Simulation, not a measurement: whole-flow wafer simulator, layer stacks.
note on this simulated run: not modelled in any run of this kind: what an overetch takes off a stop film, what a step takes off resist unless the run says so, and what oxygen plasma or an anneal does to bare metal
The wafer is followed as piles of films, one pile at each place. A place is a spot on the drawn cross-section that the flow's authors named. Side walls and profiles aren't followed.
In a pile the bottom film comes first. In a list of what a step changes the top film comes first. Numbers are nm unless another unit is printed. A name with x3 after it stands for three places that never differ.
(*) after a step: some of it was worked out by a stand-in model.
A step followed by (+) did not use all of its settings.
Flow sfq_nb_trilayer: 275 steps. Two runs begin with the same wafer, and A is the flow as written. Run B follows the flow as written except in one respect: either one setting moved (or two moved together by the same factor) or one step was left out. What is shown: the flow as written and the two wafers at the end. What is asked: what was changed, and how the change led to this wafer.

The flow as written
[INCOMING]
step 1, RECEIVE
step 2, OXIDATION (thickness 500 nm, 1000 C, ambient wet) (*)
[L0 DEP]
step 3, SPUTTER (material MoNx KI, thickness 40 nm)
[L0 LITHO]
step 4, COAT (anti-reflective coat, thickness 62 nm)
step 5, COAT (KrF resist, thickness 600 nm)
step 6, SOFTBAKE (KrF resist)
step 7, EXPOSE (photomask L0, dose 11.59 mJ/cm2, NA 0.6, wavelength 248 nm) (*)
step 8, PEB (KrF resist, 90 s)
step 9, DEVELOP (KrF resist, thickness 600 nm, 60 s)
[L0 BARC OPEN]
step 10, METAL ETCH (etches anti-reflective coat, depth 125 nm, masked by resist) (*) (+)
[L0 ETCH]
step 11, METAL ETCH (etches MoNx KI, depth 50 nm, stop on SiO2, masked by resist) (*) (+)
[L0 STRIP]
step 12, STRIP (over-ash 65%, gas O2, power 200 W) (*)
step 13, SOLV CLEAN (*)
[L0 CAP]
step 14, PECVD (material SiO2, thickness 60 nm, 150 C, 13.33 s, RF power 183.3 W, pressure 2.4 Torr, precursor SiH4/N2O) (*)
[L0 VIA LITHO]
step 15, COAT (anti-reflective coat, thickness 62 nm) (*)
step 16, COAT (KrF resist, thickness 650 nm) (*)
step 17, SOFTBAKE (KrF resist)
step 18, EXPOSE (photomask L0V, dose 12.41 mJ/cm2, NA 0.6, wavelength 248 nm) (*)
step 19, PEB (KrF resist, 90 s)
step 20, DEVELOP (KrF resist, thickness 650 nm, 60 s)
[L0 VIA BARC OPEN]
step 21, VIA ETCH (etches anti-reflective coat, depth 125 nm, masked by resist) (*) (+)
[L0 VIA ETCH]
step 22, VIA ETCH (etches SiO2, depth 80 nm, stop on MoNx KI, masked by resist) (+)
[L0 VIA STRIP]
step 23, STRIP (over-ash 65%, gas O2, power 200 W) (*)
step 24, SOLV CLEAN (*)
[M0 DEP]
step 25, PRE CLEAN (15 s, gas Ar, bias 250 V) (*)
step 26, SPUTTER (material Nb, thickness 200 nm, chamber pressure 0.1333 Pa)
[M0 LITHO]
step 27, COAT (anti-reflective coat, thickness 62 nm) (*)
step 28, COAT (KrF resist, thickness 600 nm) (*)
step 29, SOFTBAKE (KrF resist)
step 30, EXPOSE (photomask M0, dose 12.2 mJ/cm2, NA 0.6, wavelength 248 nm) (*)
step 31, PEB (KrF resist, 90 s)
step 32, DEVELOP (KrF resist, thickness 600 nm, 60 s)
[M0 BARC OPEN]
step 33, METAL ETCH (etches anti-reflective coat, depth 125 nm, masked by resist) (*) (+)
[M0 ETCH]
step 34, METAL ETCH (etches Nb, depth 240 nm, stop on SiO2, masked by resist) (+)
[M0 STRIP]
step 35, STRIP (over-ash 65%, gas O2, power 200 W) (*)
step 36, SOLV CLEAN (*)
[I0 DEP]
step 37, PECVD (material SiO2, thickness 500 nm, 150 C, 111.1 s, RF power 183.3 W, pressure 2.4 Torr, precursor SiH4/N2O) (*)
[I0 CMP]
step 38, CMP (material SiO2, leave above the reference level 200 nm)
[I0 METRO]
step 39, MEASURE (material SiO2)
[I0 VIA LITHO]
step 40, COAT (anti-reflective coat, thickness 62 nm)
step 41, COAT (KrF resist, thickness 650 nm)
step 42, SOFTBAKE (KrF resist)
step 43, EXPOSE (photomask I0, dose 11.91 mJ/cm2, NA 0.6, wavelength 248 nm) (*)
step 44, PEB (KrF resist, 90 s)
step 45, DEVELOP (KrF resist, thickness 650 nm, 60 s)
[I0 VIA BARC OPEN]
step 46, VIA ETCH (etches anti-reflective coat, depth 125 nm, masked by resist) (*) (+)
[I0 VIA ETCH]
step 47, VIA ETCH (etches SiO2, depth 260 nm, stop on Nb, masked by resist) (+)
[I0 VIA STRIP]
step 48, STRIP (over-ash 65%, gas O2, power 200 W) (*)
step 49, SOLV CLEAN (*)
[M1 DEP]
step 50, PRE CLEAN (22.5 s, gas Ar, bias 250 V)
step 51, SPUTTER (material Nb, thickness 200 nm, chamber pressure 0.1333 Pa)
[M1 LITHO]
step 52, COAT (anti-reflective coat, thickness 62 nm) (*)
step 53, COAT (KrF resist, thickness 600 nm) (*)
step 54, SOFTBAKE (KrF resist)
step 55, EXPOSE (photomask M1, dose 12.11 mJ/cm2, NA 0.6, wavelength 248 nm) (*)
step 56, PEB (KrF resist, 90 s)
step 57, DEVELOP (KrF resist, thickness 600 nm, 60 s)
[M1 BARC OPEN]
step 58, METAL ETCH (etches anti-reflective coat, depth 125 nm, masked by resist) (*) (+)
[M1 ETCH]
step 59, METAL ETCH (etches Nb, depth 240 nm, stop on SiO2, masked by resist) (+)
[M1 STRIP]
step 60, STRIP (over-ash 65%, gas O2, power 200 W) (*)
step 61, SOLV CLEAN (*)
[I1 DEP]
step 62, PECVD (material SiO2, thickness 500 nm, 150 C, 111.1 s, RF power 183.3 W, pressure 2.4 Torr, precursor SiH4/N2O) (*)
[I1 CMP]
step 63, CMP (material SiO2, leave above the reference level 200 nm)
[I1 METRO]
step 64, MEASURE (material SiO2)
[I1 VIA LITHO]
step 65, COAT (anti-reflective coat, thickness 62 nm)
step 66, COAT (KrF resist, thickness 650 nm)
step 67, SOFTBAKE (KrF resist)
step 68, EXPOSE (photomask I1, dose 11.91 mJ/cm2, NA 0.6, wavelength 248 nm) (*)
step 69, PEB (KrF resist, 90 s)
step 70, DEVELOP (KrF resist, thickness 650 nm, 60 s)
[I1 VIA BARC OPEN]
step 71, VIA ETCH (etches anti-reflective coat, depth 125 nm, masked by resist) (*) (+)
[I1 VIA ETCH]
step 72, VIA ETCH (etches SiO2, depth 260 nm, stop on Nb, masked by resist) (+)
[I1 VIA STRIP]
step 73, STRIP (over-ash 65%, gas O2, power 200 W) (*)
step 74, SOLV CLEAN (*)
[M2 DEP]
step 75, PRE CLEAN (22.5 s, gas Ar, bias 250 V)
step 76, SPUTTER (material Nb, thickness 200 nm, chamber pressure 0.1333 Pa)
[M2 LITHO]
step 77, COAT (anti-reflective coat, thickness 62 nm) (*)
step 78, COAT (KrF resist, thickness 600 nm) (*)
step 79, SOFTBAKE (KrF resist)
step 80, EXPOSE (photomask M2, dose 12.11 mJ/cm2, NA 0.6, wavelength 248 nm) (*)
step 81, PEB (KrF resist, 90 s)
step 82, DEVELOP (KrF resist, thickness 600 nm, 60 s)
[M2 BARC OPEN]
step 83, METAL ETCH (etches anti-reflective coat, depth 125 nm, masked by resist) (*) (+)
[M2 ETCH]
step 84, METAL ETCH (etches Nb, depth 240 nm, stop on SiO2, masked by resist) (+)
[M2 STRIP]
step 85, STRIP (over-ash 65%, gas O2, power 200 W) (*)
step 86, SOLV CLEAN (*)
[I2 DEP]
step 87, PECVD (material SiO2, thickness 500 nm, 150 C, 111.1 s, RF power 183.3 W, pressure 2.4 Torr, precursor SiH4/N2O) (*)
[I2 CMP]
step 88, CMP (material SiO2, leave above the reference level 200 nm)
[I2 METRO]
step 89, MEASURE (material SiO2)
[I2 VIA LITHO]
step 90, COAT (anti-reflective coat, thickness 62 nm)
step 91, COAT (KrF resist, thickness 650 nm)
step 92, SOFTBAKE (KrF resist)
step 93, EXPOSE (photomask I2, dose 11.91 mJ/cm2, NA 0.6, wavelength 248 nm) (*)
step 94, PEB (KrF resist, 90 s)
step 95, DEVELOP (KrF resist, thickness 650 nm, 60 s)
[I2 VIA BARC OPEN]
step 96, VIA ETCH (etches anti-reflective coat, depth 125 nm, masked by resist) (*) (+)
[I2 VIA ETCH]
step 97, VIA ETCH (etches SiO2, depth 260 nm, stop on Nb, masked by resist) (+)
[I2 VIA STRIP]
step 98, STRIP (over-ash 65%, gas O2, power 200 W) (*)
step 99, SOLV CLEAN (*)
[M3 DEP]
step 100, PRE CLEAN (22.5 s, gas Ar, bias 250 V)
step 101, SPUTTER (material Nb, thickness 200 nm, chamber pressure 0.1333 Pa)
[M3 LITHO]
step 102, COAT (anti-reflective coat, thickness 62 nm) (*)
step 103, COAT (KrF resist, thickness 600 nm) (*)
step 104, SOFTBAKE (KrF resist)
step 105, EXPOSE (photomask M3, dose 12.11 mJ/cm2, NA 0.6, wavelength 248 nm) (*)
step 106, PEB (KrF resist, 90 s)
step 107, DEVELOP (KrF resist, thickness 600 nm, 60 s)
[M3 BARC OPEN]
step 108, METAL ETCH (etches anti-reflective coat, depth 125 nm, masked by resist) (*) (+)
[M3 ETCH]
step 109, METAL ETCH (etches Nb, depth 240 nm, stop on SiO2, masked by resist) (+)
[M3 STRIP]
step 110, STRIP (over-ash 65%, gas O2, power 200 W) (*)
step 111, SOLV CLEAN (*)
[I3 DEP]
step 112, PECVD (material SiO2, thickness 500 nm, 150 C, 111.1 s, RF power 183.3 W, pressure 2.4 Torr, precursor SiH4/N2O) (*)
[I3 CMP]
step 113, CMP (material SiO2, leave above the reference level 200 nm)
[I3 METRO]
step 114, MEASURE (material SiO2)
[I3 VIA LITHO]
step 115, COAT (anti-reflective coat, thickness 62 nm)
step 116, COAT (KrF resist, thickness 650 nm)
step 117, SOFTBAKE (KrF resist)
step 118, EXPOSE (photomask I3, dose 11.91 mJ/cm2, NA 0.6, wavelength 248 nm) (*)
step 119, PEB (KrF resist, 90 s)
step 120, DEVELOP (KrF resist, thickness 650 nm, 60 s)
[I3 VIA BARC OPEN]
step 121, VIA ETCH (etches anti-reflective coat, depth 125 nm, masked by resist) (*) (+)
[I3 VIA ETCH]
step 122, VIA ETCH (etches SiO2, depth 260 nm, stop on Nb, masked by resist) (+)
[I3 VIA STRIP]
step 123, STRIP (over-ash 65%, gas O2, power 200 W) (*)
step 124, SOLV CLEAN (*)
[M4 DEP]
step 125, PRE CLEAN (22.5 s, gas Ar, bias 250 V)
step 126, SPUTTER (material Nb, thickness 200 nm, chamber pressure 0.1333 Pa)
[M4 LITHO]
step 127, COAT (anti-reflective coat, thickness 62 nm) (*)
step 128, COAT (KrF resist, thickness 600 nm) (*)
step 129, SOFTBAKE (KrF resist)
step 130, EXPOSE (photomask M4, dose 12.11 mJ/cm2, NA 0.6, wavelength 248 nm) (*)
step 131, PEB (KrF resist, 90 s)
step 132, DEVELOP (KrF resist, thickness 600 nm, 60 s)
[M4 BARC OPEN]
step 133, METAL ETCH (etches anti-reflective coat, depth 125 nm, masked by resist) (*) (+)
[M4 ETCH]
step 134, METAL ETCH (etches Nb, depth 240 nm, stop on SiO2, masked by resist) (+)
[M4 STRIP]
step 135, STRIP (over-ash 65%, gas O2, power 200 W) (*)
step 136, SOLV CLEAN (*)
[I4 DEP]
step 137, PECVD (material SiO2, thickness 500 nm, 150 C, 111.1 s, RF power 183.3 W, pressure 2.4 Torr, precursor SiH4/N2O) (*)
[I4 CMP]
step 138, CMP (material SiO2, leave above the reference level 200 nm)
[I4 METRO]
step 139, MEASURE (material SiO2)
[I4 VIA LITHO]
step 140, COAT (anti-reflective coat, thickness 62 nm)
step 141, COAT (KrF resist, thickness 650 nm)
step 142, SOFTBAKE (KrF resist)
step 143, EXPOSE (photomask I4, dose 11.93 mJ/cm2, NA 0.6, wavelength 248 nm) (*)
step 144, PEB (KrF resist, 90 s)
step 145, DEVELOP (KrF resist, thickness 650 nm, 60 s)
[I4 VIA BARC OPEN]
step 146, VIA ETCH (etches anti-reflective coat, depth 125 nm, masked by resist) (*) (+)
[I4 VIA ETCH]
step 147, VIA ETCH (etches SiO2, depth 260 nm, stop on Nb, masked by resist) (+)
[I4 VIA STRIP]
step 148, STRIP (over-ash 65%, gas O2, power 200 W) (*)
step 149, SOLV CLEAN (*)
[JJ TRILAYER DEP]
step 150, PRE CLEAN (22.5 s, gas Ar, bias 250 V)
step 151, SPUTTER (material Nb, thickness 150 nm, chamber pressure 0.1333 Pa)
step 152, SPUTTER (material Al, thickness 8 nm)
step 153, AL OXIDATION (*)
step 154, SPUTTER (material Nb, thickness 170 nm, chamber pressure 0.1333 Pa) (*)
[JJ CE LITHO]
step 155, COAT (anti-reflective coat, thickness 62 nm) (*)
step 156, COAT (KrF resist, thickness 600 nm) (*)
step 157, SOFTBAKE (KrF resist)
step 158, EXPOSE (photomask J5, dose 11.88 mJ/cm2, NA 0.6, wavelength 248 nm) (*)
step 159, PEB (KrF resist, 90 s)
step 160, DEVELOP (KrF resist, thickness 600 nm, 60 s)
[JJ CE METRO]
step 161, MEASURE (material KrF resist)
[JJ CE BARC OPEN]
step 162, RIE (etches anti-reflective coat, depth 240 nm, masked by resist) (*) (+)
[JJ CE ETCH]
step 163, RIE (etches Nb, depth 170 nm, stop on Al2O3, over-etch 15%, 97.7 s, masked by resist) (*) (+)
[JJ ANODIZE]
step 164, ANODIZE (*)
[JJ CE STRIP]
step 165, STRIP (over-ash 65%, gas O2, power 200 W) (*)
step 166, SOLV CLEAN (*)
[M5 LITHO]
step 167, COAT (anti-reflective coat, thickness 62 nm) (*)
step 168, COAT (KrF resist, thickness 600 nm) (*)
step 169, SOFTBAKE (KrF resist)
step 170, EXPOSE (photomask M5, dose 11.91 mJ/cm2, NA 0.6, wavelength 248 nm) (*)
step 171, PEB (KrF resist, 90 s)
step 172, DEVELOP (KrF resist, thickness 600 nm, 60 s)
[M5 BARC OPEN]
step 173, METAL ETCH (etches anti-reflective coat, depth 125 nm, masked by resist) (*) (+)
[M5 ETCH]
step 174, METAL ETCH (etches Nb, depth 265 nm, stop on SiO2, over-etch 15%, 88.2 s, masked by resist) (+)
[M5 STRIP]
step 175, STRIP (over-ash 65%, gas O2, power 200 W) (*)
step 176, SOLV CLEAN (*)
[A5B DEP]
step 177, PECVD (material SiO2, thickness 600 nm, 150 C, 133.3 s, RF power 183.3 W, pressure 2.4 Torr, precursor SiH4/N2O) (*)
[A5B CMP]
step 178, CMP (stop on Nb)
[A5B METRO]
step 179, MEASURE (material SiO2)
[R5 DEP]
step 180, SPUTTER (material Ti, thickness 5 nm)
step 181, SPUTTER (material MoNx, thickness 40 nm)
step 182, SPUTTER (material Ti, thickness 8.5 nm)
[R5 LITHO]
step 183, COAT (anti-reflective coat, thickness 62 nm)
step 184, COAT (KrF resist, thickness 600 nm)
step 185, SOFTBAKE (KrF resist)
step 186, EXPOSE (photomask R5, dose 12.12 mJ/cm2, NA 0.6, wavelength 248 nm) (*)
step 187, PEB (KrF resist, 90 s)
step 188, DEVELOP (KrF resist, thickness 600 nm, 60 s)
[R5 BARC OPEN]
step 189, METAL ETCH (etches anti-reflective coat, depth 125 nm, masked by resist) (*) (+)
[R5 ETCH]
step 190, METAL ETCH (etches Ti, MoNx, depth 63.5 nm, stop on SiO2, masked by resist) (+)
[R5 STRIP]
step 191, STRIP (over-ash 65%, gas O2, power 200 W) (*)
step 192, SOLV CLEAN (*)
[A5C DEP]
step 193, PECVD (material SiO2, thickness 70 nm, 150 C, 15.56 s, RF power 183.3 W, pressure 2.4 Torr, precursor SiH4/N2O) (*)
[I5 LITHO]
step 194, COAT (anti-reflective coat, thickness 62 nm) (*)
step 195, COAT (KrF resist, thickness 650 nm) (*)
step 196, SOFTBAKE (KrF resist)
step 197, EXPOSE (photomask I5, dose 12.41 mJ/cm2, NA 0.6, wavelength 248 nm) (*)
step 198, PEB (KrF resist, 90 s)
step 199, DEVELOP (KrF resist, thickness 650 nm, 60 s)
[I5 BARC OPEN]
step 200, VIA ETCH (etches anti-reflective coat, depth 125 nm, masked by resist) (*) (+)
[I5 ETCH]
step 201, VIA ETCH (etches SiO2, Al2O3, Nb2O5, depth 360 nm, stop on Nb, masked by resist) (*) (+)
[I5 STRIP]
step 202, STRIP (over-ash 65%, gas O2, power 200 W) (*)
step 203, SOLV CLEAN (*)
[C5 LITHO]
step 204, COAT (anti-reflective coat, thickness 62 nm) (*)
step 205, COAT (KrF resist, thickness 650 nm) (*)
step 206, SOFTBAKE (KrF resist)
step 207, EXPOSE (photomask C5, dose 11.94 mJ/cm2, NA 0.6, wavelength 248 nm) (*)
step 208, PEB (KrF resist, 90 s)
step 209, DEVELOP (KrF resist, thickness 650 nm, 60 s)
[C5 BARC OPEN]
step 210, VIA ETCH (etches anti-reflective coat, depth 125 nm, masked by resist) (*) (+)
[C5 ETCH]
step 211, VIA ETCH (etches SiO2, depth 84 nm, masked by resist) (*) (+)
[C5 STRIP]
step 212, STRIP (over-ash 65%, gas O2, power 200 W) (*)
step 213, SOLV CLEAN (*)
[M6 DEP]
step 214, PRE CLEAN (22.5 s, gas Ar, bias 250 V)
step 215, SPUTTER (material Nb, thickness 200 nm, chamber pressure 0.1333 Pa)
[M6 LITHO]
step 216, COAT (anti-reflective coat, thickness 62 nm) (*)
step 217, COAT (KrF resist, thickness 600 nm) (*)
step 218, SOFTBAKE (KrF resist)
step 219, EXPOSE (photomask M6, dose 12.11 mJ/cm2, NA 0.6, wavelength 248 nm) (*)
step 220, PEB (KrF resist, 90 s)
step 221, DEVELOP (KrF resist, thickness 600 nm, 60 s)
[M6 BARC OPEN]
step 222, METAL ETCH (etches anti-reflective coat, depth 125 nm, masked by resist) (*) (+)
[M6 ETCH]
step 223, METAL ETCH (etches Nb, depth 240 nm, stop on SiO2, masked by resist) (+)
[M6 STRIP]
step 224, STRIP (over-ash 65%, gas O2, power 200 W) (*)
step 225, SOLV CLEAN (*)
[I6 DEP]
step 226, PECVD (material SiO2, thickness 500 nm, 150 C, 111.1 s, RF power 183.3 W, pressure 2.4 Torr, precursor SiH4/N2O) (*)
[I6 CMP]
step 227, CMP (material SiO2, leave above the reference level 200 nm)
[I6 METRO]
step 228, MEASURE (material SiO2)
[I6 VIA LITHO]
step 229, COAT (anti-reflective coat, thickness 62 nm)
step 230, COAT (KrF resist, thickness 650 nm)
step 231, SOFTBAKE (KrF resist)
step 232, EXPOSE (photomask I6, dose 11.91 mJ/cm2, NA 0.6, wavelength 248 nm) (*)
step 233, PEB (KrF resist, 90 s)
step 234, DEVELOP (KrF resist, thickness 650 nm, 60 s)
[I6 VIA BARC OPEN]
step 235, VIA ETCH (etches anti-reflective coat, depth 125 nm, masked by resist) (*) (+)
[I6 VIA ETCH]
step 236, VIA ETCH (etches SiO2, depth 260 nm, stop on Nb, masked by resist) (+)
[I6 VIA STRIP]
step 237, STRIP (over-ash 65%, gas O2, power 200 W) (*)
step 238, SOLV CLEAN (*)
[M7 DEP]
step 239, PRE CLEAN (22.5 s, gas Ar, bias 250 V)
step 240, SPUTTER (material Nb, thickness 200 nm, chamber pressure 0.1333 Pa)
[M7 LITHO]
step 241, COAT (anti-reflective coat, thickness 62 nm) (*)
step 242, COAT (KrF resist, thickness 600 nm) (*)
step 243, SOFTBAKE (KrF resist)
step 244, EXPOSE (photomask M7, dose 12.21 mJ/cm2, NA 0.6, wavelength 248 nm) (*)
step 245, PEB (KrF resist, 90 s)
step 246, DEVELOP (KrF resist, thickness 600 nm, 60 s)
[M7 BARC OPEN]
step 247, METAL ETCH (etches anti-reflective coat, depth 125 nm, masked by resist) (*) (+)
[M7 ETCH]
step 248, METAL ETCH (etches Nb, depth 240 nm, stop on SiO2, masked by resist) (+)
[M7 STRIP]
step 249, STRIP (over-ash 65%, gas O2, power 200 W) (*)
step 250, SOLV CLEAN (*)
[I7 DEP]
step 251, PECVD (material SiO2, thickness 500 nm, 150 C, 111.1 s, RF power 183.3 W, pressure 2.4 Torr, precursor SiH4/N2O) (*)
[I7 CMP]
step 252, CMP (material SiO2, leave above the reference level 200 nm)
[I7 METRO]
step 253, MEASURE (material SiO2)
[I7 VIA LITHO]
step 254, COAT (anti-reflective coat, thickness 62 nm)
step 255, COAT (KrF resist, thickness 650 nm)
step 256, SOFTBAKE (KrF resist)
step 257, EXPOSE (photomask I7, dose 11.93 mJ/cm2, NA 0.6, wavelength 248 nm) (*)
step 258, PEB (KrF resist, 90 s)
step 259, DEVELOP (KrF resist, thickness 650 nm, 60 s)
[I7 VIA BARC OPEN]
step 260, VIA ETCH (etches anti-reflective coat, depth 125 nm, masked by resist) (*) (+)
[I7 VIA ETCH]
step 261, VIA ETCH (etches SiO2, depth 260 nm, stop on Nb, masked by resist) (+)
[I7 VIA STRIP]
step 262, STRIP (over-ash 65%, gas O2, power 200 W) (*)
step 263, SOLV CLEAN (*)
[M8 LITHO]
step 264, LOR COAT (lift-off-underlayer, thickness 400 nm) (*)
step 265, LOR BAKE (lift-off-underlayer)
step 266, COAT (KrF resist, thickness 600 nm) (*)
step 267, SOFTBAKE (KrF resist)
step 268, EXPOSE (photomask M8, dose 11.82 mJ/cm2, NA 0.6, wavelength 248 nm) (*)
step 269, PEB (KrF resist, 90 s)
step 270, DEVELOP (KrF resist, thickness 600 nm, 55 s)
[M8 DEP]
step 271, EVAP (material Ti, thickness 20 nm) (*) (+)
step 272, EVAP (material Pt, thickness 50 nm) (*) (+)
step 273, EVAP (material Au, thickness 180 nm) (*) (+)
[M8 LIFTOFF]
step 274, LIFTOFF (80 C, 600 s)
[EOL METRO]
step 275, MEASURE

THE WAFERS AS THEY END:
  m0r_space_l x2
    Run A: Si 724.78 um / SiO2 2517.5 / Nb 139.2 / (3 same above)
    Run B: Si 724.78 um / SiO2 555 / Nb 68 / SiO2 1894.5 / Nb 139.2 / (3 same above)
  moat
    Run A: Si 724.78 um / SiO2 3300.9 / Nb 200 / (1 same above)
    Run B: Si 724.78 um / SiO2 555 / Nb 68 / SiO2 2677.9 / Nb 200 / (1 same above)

The reason: step 34, METAL ETCH: depth 132 nm was run, whereas the flow has depth 240 nm.

Step by step, how the change led to this:
  step 34, METAL ETCH (etches Nb, depth 240 nm, stop on SiO2, masked by resist) (+)
      moat, m0r_space_l x2: A Nb loses 200 (all of it) | B Nb loses 132
      field_l, v_sur, via_wl and 100 more: A KrF resist loses 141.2 | B KrF resist loses 77.6
  step 35, STRIP (over-ash 65%, gas O2, power 200 W) (*)
      p4_fl, p4_fm, p4_w1 and 68 more: A KrF resist loses 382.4 (all of it), anti-reflective coat loses 62 (all of it) | B KrF resist loses 445.9 (all of it), anti-reflective coat loses 62 (all of it)
      jj_sur, ce_l, r_end: A KrF resist loses 389.1 (all of it), anti-reflective coat loses 63.6 (all of it) | B KrF resist loses 452.6 (all of it), anti-reflective coat loses 63.6 (all of it)
      (also at 29 further places)
  step 37, PECVD (material SiO2, thickness 500 nm, 150 C, 111.1 s, RF power 183.3 W, pressure 2.4 Torr, precursor SiH4/N2O) (*)
      moat, m0r_space_l x2: A SiO2 gains 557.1 | B SiO2 gains 500 (new film)
  step 38, CMP (material SiO2, leave above the reference level 200 nm)
      moat, m0r_space_l x2: A SiO2 loses 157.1 | B SiO2 loses 168
With metal films that touch counted as one body, m0r_space_l x2 has 2 bodies (between them, from the top down: SiO2 1894.5); the flow as written gives 1 body.
With metal films that touch counted as one body, moat has 2 bodies (between them, from the top down: SiO2 2677.9); the flow as written gives 1 body.
